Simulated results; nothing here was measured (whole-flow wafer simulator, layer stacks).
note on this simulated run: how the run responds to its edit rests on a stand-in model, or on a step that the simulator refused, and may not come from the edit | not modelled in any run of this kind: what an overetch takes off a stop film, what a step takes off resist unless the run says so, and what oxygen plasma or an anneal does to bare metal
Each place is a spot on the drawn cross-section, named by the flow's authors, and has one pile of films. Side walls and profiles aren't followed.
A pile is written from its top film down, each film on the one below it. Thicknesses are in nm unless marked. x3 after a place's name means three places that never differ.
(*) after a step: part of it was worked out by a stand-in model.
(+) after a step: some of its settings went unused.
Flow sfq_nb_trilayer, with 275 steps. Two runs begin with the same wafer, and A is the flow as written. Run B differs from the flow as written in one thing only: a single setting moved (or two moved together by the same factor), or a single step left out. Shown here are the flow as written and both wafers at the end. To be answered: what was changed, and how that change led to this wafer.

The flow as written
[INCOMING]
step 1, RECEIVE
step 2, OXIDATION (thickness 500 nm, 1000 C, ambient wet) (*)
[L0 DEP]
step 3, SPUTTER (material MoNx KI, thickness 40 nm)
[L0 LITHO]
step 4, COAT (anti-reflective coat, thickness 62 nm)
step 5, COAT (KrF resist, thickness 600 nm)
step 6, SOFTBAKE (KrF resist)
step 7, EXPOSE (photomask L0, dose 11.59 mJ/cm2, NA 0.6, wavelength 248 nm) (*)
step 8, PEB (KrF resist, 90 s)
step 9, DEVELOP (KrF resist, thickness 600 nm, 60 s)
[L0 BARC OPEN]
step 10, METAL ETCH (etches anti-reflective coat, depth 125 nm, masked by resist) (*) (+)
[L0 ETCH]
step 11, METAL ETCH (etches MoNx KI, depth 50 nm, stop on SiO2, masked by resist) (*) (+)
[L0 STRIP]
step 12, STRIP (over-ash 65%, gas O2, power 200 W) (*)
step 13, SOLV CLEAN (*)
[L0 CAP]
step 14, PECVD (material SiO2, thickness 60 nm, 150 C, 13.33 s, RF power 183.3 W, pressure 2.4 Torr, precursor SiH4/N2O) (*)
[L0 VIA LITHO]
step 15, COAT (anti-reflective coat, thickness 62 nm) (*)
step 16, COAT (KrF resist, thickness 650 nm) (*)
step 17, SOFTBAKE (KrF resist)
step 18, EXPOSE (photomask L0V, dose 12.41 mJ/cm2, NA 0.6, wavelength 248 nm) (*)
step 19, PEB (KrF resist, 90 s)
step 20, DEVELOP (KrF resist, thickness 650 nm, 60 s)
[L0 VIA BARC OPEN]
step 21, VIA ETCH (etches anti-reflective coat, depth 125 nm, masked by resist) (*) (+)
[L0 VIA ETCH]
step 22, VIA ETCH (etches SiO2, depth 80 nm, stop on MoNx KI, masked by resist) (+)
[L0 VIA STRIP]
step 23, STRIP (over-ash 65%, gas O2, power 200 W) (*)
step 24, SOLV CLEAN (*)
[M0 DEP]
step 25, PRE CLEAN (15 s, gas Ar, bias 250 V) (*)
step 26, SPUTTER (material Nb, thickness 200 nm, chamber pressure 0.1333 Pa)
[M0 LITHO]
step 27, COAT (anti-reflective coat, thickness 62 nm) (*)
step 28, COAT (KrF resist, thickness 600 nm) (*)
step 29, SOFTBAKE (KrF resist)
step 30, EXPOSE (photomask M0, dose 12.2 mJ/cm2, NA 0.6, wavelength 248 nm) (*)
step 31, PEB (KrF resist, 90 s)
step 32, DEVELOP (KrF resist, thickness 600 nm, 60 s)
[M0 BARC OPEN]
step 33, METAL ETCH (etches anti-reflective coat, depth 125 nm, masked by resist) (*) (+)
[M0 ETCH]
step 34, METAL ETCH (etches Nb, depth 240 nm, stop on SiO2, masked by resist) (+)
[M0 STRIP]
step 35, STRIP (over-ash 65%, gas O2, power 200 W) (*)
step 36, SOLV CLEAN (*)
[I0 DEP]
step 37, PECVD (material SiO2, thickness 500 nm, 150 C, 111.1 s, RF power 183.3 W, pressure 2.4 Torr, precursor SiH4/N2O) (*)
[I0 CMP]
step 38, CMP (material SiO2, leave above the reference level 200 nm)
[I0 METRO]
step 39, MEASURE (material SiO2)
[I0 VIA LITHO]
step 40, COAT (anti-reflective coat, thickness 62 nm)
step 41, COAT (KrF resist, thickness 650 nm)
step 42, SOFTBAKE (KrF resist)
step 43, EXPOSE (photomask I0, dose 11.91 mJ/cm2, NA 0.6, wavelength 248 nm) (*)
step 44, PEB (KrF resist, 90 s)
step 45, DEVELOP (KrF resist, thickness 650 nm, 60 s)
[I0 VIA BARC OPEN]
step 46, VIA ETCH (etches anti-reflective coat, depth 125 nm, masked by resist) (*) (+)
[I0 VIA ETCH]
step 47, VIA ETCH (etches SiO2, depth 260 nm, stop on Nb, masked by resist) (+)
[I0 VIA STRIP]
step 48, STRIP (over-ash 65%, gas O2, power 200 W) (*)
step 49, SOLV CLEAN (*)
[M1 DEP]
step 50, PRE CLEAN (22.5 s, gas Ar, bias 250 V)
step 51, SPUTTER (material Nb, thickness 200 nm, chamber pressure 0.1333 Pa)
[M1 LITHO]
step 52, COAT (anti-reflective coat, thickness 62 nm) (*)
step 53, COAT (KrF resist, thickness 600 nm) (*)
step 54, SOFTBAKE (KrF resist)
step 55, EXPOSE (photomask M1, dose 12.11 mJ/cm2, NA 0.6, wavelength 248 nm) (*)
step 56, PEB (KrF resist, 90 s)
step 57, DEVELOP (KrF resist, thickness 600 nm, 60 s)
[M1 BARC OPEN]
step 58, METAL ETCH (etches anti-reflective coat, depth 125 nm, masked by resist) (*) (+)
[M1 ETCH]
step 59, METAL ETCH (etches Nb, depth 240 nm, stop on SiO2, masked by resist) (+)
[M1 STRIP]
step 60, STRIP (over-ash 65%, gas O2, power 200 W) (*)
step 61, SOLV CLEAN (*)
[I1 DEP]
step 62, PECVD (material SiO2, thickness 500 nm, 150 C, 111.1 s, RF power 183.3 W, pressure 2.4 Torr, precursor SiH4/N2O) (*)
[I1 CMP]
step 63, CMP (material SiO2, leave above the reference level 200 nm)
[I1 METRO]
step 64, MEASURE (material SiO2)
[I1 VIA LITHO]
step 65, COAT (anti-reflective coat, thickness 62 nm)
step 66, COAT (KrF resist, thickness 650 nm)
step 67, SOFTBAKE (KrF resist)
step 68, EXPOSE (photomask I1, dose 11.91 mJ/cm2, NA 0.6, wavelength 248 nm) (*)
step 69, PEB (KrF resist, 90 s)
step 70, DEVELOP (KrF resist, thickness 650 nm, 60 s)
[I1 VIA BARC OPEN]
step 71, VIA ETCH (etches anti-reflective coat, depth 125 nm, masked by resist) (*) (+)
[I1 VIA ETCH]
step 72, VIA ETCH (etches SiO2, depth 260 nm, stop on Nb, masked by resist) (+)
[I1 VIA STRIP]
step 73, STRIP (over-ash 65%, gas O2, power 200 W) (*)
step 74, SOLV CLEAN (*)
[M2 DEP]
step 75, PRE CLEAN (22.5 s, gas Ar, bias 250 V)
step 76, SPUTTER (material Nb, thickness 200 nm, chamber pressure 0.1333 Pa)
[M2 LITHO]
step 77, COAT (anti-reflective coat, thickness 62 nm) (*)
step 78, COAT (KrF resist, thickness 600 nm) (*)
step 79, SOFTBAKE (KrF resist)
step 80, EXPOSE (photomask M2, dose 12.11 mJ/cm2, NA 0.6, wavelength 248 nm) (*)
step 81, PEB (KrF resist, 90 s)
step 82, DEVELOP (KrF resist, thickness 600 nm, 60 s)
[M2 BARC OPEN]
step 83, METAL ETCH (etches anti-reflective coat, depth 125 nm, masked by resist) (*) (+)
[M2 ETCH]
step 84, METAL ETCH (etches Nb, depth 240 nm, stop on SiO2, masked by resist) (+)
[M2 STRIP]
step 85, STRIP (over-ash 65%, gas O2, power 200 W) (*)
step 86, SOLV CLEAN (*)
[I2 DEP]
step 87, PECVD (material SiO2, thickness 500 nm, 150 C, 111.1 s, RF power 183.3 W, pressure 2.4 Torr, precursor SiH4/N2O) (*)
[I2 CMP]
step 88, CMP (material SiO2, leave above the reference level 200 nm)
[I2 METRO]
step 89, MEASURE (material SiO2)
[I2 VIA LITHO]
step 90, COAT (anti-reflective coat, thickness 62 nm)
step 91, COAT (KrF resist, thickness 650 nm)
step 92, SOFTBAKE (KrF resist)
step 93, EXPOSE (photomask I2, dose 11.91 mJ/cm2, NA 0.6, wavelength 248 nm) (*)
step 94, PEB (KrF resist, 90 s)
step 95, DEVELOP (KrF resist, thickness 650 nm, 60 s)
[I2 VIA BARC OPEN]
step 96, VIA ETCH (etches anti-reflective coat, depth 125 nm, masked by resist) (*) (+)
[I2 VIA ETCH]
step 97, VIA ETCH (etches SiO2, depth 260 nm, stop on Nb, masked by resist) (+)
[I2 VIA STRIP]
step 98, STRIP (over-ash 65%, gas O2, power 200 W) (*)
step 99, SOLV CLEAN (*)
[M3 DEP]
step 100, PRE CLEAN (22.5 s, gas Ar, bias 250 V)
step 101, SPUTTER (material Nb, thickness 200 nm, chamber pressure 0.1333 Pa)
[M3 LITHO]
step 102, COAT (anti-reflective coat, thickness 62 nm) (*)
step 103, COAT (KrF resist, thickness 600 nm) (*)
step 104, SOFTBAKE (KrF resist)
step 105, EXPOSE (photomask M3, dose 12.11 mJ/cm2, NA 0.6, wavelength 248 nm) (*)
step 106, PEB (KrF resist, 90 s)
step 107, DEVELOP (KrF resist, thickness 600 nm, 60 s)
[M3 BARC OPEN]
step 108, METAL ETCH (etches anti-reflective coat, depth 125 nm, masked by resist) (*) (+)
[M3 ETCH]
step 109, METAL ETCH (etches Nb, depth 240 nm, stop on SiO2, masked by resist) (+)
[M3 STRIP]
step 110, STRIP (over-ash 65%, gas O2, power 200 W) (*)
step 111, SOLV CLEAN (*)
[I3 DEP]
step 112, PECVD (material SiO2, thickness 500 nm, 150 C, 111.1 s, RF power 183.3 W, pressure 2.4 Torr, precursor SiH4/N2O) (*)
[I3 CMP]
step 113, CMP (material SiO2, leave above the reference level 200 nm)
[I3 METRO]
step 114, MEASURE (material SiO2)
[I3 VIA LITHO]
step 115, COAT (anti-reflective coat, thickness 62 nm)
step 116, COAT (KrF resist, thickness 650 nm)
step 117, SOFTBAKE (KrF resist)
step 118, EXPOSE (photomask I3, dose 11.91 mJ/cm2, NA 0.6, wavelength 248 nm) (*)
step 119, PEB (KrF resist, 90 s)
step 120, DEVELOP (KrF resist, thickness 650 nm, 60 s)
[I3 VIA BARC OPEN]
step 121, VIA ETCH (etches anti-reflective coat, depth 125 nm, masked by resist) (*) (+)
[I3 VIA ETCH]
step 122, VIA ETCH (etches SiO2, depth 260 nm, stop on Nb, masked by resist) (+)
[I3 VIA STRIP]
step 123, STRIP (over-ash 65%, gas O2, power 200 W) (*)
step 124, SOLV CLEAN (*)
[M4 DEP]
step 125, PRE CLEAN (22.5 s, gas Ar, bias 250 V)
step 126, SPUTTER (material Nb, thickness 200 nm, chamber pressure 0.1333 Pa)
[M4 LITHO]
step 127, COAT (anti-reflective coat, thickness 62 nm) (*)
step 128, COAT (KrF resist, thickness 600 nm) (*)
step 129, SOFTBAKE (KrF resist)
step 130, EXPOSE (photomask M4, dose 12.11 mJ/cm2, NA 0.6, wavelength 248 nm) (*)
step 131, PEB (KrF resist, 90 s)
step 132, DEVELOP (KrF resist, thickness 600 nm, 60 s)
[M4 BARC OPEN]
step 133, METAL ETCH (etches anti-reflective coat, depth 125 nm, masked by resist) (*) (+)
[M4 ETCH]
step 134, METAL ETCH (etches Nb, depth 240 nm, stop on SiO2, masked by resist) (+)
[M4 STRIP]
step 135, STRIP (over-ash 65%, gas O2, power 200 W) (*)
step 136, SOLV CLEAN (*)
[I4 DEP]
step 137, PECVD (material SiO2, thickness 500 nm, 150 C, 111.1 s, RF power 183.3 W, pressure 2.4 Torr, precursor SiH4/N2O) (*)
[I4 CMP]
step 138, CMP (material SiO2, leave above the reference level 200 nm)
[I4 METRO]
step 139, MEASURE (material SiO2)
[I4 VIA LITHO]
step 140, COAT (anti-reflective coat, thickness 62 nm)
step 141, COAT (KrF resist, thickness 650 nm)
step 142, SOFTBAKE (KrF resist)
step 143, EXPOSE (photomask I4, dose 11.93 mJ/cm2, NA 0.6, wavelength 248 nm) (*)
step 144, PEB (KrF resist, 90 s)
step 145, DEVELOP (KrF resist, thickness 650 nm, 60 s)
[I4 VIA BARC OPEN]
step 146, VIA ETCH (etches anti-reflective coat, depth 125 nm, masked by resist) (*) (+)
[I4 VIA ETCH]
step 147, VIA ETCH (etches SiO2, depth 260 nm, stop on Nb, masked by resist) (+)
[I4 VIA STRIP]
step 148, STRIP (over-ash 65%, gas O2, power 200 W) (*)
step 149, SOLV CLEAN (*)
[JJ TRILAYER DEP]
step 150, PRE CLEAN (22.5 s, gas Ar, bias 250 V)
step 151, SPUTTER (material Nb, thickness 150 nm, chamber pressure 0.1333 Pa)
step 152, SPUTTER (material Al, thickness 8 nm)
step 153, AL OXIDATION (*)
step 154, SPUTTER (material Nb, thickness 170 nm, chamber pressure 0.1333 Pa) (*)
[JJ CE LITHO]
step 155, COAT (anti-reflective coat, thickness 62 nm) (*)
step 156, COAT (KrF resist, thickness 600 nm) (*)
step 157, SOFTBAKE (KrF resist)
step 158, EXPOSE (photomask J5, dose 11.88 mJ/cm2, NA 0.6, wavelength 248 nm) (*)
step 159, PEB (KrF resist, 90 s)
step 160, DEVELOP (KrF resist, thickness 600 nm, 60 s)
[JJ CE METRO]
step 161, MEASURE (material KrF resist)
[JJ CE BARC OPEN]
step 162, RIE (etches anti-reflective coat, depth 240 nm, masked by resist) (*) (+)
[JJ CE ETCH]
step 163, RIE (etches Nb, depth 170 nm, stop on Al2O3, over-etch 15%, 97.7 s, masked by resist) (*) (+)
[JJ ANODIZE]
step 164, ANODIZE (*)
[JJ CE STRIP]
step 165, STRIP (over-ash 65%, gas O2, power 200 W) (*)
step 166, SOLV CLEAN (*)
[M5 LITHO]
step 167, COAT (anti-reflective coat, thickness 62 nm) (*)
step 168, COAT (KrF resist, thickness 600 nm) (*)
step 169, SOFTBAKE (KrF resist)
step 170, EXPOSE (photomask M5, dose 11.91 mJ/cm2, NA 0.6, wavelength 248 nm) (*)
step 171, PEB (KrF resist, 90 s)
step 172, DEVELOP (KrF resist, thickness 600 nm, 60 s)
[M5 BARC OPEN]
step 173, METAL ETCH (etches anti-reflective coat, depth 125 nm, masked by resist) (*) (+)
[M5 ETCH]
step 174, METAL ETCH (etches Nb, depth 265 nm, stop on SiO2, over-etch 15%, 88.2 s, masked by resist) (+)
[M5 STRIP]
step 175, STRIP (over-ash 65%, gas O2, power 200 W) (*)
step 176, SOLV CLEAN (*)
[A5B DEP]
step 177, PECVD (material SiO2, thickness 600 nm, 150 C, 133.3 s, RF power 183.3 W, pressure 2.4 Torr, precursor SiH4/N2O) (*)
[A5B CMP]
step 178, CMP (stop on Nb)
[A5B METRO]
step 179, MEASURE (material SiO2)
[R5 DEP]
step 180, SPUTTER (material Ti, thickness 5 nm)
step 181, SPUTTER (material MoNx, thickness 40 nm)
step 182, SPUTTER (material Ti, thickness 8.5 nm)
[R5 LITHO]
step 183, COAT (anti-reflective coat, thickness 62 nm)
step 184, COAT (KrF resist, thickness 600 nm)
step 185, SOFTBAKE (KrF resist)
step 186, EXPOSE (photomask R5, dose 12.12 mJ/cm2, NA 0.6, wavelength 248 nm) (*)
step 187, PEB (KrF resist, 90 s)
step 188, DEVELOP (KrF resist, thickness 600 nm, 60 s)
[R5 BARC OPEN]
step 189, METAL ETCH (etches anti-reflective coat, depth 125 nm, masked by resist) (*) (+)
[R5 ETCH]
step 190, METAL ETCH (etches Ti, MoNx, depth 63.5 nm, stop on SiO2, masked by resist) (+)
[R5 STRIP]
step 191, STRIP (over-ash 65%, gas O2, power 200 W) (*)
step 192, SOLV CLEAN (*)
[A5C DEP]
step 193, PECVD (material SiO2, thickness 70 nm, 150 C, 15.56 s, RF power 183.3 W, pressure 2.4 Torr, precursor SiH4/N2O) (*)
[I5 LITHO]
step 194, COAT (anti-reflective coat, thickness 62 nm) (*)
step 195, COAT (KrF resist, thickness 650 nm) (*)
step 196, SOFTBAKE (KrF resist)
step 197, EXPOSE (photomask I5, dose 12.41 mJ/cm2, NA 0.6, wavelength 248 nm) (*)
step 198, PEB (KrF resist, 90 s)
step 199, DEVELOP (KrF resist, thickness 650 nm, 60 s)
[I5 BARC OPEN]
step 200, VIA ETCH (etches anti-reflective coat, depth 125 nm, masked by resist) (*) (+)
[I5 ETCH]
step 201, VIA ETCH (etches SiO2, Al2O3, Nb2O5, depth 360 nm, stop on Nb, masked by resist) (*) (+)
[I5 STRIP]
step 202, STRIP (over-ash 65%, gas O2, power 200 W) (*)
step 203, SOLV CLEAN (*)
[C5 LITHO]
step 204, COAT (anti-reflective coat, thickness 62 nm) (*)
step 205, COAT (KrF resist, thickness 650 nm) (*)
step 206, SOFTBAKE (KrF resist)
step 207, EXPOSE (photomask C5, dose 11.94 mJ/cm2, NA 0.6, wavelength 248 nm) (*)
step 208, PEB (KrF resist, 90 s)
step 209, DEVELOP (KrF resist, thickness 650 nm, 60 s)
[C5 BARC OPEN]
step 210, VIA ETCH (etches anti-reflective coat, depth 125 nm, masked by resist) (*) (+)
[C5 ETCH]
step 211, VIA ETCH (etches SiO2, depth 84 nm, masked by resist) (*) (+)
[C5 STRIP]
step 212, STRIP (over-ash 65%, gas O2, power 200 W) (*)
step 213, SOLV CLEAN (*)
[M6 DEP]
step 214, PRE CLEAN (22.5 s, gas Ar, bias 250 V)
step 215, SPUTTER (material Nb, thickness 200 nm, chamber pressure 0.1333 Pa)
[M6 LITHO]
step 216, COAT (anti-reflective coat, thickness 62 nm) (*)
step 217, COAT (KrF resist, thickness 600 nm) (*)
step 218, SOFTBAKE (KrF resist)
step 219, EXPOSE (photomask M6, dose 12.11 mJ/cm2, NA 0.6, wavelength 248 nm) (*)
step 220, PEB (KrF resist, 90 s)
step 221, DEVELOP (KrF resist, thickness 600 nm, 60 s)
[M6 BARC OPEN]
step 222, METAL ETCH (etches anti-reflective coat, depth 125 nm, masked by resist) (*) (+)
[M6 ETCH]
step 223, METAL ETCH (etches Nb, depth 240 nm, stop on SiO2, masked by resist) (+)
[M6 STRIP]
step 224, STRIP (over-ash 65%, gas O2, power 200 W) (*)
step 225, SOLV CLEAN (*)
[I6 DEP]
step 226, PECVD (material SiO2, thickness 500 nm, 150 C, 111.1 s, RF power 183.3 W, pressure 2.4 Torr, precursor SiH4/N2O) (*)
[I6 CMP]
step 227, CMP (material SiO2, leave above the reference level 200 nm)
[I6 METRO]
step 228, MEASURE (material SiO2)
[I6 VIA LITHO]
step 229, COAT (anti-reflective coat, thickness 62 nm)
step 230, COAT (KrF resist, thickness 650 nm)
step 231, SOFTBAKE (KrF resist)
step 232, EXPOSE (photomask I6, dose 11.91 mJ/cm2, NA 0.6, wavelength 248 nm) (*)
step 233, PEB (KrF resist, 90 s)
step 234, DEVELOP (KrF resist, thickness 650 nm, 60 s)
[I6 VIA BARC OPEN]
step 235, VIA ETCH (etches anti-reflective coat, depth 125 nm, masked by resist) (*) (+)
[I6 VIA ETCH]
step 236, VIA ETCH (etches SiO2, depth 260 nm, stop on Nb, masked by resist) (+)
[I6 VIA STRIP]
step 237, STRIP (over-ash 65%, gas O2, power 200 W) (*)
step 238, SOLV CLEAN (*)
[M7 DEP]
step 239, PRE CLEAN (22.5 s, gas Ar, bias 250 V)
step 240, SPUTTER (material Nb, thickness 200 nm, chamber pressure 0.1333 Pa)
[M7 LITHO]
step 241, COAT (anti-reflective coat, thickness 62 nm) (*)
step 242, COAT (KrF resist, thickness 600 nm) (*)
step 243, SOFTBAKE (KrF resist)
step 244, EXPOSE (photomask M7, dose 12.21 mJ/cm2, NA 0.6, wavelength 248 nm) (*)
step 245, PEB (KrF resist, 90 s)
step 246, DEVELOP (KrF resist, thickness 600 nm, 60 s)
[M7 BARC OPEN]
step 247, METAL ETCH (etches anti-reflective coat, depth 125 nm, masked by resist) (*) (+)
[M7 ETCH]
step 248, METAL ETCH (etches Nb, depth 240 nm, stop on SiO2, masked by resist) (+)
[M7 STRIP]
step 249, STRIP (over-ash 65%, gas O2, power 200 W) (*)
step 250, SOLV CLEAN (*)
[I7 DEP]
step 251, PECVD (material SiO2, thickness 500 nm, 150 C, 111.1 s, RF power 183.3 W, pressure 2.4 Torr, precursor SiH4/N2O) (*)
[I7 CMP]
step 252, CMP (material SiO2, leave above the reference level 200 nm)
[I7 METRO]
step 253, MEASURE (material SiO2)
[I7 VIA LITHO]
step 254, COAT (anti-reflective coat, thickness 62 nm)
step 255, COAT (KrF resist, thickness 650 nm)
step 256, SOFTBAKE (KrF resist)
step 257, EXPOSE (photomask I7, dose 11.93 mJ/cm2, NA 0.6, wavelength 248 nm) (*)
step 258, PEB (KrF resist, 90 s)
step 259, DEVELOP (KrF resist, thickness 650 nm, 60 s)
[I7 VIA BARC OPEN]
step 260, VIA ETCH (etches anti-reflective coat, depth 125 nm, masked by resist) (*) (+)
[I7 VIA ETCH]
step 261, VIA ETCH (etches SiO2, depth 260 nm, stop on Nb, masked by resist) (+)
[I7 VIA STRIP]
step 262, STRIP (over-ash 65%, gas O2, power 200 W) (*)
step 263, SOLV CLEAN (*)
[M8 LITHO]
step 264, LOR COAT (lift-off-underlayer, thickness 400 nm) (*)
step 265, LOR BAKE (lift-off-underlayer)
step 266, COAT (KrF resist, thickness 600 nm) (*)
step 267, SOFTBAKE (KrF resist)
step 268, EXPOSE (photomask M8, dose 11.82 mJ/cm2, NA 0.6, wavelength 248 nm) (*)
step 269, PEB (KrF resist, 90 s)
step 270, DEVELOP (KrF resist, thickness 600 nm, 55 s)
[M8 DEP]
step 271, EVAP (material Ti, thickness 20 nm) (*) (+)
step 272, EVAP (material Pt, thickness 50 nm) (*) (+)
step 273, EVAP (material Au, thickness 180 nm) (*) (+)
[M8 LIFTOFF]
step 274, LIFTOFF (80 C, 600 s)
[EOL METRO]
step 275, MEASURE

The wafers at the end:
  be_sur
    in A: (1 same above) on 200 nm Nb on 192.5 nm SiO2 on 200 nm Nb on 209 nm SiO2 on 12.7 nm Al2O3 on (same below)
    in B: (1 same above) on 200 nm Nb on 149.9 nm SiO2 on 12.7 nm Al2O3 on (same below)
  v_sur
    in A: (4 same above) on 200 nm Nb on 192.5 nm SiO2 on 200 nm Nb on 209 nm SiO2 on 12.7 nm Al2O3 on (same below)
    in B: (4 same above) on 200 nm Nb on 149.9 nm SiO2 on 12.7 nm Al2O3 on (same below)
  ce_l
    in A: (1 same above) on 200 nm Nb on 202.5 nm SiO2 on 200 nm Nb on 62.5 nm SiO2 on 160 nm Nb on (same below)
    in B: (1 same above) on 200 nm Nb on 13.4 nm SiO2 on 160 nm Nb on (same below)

The reason: step 226, PECVD: material SiO2, thickness 500 nm, 150 C, 111.1 s, RF power 183.3 W, pressure 2.4 Torr, precursor SiH4/N2O (*), was omitted.

How this came from the change, step by step:
  step 227, CMP (material SiO2, leave above the reference level 200 nm)
      v_sur, via_wl, via_w and 15 more: A -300 SiO2 | B -200 Nb (all of it), -51.6 SiO2
      ce_l, ce_r, wl_jj: A -290 SiO2 | B -200 Nb (all of it), -41.6 SiO2
      (and at 85 other places as well)
  step 229, COAT (anti-reflective coat, thickness 62 nm)
      wire: A +62 anti-reflective coat (new film) | B +55.2 anti-reflective coat (new film)
      be: A +62 anti-reflective coat (new film) | B +85.7 anti-reflective coat (new film)
      (and at 1 other place as well)
  step 230, COAT (KrF resist, thickness 650 nm)
      be: A +650 KrF resist (new film) | B +677.7 KrF resist (new film)
  step 236, VIA ETCH (etches SiO2, depth 260 nm, stop on Nb, masked by resist) (+)
      via_v: A -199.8 SiO2 (all of it) | B -157.2 SiO2 (all of it), -12.7 Al2O3 (all of it), -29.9 Nb2O5 (all of it)
  step 237, STRIP (over-ash 65%, gas O2, power 200 W) (*)
      wire: A -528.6 KrF resist (all of it), -62 anti-reflective coat (all of it) | B -530 KrF resist (all of it), -55.2 anti-reflective coat (all of it)
      be: A -528.6 KrF resist (all of it), -62 anti-reflective coat (all of it) | B -556.3 KrF resist (all of it), -85.7 anti-reflective coat (all of it)
      (and at 1 other place as well)
  step 239, PRE CLEAN (22.5 s, gas Ar, bias 250 V)
      be_r, r_sur, res, r_end, r5r_line_l, r5r_line_c, r5r_line_r: A -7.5 SiO2 | B -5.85 MoNx (all of it)
      be, c5j: A -7.5 SiO2 | B -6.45 Nb
  step 240, SPUTTER (material Nb, thickness 200 nm, chamber pressure 0.1333 Pa)
      be: A +200 Nb (new film) | B +193.1 Nb
      c5j: A +200 Nb (new film) | B +200 Nb
  step 241, COAT (anti-reflective coat, thickness 62 nm) (*)
      wire: A +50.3 anti-reflective coat (new film) | B +46.6 anti-reflective coat (new film)
      be: A +60.9 anti-reflective coat (new film) | B +86.4 anti-reflective coat (new film)
      (and at 1 other place as well)
  step 242, COAT (KrF resist, thickness 600 nm) (*)
      be: A +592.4 KrF resist (new film) | B +622.9 KrF resist (new film)
  step 248, METAL ETCH (etches Nb, depth 240 nm, stop on SiO2, masked by resist) (+)
      r5r_line_l, r5r_line_c, r5r_line_r: A -200 Nb (all of it) | B -200 Nb (all of it), -5 Ti (all of it)
  step 249, STRIP (over-ash 65%, gas O2, power 200 W) (*)
      wire: A -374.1 KrF resist (all of it), -50.3 anti-reflective coat (all of it) | B -371.8 KrF resist (all of it), -46.6 anti-reflective coat (all of it)
      be: A -374.8 KrF resist (all of it), -60.9 anti-reflective coat (all of it) | B -405.2 KrF resist (all of it), -86.4 anti-reflective coat (all of it)
      (and at 1 other place as well)
  step 252, CMP (material SiO2, leave above the reference level 200 nm)
      r5r_line_l, r5r_line_c, r5r_line_r: A -100 SiO2 | B -96.6 SiO2
      be: A -300 SiO2 | B -235.1 SiO2
Taking metal films that touch as one body, be_sur has 3 bodies (between them, from the top down: SiO2 149.9 / Al2O3 12.7 / Nb2O5 29.9; SiO2 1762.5); the flow as written gives 4 bodies (between them, from the top down: SiO2 192.5; SiO2 209 / Al2O3 12.7 / Nb2O5 29.9; SiO2 1762.5).
Taking metal films that touch as one body, v_sur has 8 bodies (between them, from the top down: SiO2 200; SiO2 149.9 / Al2O3 12.7 / Nb2O5 29.9; SiO2 192.5; SiO2 192.5; SiO2 192.5; SiO2 192.5; SiO2 192.5); the flow as written gives 9 bodies (between them, from the top down: SiO2 200; SiO2 192.5; SiO2 209 / Al2O3 12.7 / Nb2O5 29.9; SiO2 192.5; SiO2 192.5; SiO2 192.5; SiO2 192.5; SiO2 192.5).
Taking metal films that touch as one body, ce_l has 4 bodies (between them, from the top down: SiO2 13.4; Al2O3 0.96; SiO2 1762.5); the flow as written gives 5 bodies (between them, from the top down: SiO2 202.5; SiO2 62.5; Al2O3 0.96; SiO2 1762.5).
